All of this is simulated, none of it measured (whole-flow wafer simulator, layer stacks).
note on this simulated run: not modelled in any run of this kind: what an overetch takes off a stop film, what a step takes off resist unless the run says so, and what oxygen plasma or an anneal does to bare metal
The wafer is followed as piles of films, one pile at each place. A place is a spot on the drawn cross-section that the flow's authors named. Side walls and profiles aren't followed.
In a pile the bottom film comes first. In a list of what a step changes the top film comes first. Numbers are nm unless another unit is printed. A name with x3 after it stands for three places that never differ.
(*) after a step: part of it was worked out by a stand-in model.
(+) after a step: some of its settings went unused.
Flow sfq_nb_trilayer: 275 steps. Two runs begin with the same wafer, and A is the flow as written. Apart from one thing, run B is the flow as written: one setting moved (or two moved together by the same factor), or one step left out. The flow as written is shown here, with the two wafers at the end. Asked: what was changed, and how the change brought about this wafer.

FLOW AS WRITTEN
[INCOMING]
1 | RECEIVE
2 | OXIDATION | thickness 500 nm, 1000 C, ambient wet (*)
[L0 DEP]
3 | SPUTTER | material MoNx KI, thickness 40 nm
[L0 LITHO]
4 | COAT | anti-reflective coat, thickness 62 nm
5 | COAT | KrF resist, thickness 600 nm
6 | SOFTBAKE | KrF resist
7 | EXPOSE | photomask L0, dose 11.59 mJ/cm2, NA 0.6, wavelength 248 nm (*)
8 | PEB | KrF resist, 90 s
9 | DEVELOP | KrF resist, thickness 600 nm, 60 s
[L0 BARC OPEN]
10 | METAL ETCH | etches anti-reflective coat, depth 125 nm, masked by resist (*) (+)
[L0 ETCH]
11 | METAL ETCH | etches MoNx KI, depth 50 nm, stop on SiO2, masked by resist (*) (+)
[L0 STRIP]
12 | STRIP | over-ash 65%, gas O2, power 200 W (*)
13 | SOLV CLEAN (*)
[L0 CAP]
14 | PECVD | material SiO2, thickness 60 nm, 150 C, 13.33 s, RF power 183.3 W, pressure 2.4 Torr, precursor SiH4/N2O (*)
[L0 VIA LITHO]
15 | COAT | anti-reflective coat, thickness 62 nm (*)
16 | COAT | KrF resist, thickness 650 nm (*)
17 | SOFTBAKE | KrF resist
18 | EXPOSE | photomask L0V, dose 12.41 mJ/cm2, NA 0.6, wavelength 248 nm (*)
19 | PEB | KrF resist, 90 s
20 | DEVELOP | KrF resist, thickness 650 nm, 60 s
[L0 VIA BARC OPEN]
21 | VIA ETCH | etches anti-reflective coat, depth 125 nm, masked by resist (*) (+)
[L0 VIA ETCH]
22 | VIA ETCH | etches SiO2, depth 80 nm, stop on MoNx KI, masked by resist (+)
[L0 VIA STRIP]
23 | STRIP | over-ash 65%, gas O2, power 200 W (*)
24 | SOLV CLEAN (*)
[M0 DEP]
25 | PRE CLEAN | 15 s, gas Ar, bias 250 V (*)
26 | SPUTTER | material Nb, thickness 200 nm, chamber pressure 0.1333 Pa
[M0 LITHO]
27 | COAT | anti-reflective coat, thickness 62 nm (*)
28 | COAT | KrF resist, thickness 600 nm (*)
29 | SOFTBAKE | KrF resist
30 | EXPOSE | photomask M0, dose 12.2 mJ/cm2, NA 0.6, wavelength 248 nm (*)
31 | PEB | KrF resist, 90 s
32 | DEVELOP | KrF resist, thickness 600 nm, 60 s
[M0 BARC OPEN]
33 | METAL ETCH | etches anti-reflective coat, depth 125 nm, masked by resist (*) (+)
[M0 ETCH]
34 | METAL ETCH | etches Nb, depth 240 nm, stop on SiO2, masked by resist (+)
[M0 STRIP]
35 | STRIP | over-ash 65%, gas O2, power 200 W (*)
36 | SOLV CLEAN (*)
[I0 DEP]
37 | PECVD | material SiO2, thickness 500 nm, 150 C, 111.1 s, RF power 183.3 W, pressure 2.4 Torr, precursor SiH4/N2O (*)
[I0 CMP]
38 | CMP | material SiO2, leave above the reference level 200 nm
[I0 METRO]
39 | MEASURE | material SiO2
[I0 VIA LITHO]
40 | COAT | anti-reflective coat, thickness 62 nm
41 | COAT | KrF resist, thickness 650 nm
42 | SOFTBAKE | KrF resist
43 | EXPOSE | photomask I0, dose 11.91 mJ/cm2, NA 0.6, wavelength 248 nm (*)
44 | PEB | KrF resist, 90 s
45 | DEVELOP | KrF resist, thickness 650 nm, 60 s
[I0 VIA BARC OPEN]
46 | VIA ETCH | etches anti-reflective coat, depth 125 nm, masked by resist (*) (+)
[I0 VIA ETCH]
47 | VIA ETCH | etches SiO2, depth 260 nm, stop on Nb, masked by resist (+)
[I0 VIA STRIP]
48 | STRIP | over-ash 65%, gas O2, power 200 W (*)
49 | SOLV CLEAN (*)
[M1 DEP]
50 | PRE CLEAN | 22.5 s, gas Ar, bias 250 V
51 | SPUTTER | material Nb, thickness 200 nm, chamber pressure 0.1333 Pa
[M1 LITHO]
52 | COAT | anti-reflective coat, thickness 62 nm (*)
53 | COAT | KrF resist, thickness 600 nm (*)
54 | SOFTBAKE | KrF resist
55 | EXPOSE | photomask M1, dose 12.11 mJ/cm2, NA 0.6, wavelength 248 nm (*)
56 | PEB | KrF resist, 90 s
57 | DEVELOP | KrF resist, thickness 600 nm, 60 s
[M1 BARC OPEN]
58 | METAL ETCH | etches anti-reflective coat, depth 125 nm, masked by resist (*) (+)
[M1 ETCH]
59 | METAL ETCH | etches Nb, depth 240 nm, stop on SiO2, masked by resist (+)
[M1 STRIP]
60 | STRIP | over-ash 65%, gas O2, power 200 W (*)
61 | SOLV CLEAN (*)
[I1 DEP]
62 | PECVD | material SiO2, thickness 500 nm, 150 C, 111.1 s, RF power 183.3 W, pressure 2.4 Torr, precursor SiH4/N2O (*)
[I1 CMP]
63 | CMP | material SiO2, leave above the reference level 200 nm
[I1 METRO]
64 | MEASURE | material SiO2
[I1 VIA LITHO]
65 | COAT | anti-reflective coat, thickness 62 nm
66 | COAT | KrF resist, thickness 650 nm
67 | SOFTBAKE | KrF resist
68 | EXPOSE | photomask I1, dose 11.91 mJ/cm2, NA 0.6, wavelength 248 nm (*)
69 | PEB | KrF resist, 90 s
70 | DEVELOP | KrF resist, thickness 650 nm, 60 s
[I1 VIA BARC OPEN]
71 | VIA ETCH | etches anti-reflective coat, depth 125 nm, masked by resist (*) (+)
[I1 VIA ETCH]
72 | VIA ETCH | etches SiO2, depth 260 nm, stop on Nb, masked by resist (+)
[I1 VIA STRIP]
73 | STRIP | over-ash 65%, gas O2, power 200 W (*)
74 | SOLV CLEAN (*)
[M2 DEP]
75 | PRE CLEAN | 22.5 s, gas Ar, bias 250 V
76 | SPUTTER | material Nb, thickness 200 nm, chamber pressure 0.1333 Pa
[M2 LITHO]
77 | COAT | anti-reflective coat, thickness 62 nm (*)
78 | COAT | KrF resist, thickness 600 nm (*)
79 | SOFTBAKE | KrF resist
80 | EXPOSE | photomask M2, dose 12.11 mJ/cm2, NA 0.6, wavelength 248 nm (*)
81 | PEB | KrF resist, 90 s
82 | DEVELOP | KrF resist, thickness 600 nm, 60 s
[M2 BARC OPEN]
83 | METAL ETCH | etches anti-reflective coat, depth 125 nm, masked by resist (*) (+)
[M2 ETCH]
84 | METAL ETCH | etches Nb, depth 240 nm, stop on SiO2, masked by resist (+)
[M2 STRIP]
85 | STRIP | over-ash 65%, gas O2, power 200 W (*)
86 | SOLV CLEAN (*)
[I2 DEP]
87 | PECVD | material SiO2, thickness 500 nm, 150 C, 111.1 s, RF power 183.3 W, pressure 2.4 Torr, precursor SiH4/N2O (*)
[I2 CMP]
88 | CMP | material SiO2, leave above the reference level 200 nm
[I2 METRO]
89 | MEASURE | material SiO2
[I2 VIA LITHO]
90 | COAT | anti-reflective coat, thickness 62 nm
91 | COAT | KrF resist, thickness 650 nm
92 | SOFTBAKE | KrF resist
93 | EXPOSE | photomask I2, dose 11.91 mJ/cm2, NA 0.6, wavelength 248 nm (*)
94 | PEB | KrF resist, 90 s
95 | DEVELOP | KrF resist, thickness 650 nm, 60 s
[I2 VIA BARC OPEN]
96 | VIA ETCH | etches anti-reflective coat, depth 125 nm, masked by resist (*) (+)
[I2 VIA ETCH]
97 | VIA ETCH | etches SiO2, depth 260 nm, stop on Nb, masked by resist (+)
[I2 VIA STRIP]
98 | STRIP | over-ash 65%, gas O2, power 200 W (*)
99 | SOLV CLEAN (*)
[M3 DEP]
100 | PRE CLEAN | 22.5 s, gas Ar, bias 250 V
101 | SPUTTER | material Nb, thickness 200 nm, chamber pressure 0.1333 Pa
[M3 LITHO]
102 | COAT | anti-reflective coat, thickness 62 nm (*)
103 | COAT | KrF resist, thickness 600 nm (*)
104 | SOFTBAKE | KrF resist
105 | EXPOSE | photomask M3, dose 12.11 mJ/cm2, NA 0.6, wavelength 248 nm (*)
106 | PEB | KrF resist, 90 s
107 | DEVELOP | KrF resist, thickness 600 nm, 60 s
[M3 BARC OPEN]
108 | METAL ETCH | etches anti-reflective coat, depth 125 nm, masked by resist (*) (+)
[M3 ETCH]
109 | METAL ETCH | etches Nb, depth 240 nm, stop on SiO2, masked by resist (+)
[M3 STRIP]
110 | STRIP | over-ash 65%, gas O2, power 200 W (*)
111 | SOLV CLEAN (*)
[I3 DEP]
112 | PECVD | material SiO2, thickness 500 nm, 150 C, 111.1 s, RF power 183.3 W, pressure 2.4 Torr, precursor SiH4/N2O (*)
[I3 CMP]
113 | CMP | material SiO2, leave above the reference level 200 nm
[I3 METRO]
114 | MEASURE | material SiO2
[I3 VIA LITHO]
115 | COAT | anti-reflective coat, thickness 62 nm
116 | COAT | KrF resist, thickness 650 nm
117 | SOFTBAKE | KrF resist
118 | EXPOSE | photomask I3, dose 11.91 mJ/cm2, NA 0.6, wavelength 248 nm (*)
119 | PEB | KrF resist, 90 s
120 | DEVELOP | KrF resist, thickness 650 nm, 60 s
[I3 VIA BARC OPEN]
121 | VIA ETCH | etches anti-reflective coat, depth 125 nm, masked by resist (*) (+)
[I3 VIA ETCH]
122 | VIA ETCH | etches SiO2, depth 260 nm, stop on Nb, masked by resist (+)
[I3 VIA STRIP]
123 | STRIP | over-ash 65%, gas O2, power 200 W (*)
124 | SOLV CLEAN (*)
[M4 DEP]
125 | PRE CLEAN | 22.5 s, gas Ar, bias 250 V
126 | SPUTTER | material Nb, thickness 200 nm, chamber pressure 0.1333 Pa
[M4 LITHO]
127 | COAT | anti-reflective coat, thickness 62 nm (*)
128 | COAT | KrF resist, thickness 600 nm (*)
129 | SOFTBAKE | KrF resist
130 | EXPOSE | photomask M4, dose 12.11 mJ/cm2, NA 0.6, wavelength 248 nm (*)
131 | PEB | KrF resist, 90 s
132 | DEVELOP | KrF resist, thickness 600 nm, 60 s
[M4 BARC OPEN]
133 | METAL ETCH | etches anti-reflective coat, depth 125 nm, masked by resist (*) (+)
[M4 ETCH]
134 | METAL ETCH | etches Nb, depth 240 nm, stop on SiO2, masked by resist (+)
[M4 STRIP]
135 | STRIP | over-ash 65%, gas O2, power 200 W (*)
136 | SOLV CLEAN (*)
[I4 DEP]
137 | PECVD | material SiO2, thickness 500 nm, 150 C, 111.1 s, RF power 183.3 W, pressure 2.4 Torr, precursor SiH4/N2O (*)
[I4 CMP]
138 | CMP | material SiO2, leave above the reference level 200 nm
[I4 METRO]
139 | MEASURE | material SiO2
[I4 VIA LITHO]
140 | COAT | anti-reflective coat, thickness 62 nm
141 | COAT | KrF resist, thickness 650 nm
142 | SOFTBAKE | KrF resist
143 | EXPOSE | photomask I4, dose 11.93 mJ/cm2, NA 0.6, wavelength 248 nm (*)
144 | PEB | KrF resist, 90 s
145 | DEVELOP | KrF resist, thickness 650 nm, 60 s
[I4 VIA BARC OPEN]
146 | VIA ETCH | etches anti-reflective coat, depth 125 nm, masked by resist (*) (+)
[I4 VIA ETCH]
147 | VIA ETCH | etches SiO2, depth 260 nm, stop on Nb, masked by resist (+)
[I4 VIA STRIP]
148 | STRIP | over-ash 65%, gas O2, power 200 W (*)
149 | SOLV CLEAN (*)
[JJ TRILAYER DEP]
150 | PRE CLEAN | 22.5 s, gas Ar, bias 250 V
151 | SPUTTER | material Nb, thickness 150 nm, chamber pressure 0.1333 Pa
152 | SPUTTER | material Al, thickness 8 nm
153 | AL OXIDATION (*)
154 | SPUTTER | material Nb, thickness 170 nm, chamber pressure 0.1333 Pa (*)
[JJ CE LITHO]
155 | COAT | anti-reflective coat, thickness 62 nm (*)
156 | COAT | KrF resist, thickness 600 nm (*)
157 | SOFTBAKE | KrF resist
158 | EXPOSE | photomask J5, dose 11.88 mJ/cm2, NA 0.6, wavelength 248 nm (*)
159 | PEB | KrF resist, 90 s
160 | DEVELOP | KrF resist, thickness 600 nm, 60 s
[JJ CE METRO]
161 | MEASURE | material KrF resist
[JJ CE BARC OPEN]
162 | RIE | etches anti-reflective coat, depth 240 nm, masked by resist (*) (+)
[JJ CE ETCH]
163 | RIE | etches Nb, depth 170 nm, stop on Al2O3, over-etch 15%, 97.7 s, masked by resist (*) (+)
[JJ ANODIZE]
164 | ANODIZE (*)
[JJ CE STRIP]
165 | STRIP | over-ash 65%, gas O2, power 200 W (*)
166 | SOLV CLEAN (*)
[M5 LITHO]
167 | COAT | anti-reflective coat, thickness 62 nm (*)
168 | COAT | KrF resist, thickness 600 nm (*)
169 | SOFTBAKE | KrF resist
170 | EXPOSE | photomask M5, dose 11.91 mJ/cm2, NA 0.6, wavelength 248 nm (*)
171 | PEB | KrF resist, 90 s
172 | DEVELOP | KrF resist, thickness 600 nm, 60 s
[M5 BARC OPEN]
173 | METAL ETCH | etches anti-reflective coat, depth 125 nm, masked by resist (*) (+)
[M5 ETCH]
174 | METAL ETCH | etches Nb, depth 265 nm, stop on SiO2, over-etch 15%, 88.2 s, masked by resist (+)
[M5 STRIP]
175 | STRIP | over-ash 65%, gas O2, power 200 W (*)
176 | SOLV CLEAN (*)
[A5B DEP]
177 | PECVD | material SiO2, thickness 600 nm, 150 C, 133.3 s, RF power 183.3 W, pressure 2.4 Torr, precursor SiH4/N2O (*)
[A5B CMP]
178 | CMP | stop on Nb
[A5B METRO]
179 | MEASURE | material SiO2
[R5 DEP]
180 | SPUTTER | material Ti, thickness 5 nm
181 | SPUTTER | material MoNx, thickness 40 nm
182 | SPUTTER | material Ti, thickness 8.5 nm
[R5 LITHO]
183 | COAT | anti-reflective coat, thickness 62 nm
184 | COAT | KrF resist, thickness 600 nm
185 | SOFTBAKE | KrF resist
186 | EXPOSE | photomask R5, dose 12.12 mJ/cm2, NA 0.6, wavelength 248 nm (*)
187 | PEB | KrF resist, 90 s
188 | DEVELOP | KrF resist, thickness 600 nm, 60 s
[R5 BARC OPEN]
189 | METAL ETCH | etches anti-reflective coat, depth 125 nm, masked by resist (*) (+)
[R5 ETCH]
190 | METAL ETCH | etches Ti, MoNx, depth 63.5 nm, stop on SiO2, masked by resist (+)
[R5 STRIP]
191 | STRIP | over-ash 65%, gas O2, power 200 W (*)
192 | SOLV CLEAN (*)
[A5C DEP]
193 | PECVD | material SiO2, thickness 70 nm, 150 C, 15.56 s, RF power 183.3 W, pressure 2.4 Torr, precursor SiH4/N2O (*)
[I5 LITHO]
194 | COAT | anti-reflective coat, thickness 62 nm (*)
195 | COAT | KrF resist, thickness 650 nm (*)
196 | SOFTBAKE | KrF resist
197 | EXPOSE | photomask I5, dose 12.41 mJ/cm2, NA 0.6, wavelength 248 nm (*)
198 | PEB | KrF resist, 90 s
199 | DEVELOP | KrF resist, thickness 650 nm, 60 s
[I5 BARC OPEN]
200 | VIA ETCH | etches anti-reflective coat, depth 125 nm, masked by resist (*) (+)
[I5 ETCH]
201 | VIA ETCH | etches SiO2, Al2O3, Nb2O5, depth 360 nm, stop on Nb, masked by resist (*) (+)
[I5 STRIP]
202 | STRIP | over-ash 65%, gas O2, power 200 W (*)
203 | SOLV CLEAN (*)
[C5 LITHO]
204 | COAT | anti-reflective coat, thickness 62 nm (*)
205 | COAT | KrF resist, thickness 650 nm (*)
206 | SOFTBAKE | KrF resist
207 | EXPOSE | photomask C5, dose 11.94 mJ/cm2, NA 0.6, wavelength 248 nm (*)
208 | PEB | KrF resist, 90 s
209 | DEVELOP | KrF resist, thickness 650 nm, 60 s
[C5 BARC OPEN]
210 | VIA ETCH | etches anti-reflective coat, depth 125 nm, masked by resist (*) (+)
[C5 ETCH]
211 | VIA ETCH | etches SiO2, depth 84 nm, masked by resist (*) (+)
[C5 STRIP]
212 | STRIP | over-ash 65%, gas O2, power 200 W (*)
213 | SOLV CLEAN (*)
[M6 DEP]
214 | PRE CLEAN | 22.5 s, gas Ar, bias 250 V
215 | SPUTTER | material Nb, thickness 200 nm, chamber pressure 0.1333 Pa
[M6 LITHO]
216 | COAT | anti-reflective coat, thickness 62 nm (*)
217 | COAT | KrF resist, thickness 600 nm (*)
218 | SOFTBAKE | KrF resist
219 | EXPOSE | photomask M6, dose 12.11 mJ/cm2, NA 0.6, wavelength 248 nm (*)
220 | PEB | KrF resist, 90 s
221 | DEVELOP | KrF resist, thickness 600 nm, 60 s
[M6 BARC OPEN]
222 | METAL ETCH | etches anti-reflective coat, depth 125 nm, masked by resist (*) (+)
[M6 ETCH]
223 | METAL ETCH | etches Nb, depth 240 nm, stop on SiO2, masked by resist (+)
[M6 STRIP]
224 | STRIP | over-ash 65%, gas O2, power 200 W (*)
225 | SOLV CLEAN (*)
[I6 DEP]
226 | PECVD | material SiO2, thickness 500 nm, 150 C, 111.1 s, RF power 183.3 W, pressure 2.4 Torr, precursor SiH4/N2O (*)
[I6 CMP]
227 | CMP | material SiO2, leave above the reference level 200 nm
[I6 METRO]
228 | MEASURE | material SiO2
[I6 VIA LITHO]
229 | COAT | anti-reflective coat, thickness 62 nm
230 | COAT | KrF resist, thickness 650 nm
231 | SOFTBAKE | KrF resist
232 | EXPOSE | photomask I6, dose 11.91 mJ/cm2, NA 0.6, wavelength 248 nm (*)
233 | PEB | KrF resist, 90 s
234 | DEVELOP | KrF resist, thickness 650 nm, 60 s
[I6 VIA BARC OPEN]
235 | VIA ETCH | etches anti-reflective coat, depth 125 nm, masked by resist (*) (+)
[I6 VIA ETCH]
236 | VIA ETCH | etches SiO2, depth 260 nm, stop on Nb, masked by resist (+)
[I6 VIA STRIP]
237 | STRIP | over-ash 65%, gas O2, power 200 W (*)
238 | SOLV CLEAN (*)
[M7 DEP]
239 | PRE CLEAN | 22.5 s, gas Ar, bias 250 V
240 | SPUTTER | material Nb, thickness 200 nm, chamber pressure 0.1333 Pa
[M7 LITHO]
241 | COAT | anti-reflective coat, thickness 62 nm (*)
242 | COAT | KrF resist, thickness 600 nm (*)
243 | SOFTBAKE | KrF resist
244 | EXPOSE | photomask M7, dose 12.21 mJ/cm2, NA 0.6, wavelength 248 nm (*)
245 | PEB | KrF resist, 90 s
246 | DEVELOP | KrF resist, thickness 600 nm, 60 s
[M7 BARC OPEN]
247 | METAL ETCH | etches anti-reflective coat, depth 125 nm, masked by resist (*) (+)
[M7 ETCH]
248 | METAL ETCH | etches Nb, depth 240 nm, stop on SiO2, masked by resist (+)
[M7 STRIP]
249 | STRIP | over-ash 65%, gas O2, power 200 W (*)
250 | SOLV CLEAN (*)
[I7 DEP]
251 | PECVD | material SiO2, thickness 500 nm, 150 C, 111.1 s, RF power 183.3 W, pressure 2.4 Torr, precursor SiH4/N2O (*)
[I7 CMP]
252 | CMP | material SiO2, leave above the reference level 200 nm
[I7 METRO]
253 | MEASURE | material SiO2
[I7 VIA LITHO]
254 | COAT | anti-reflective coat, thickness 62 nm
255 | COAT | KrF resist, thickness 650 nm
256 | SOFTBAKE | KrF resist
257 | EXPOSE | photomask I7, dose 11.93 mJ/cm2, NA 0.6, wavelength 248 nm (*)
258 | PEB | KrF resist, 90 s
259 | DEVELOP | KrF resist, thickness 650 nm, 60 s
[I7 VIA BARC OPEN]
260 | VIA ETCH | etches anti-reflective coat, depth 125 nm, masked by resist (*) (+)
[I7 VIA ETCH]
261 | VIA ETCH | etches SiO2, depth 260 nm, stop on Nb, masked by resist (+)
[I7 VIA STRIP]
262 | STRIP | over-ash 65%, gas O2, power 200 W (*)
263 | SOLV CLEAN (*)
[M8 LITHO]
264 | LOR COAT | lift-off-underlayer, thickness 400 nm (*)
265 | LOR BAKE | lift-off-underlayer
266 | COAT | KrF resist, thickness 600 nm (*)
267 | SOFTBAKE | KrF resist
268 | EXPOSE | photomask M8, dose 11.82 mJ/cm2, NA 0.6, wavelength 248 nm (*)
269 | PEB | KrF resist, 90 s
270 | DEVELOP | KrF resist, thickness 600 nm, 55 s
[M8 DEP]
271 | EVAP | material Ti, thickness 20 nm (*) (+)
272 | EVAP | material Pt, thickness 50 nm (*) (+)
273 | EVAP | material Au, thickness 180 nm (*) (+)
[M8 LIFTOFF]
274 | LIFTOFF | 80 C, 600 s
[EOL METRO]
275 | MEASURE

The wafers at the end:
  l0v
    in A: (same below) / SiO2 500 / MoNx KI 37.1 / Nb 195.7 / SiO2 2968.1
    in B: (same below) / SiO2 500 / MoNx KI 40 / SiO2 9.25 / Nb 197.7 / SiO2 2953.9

What caused this: step 22, VIA ETCH: depth 45.6 nm was run, whereas the flow has depth 80 nm.

Step by step, how the change led to this:
  22 | VIA ETCH | etches SiO2, depth 80 nm, stop on MoNx KI, masked by resist (+)
      l0v: A -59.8 SiO2 (all of it) | B -45.6 SiO2
      field_l, v_sur, via_wl and 102 more: A -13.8 KrF resist | B -7.86 KrF resist
  25 | PRE CLEAN | 15 s, gas Ar, bias 250 V (*)
      l0v: A -2.91 MoNx KI | B -5 SiO2
  27 | COAT | anti-reflective coat, thickness 62 nm (*)
      l0_sur: A +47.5 anti-reflective coat (new film) | B +48.8 anti-reflective coat (new film)
      l0v: A +78 anti-reflective coat (new film) | B +74.3 anti-reflective coat (new film)
  35 | STRIP | over-ash 65%, gas O2, power 200 W (*)
      l0_sur: A -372 KrF resist (all of it), -47.5 anti-reflective coat (all of it) | B -372.7 KrF resist (all of it), -48.8 anti-reflective coat (all of it)
      l0v: A -405.3 KrF resist (all of it), -78 anti-reflective coat (all of it) | B -397.7 KrF resist (all of it), -74.3 anti-reflective coat (all of it)
  38 | CMP | material SiO2, leave above the reference level 200 nm
      l0v: A -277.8 SiO2 | B -292 SiO2
Taking metal films that touch as one body, l0v has 2 bodies (between them, from the top down: SiO2 9.25); the flow as written gives 1 body.
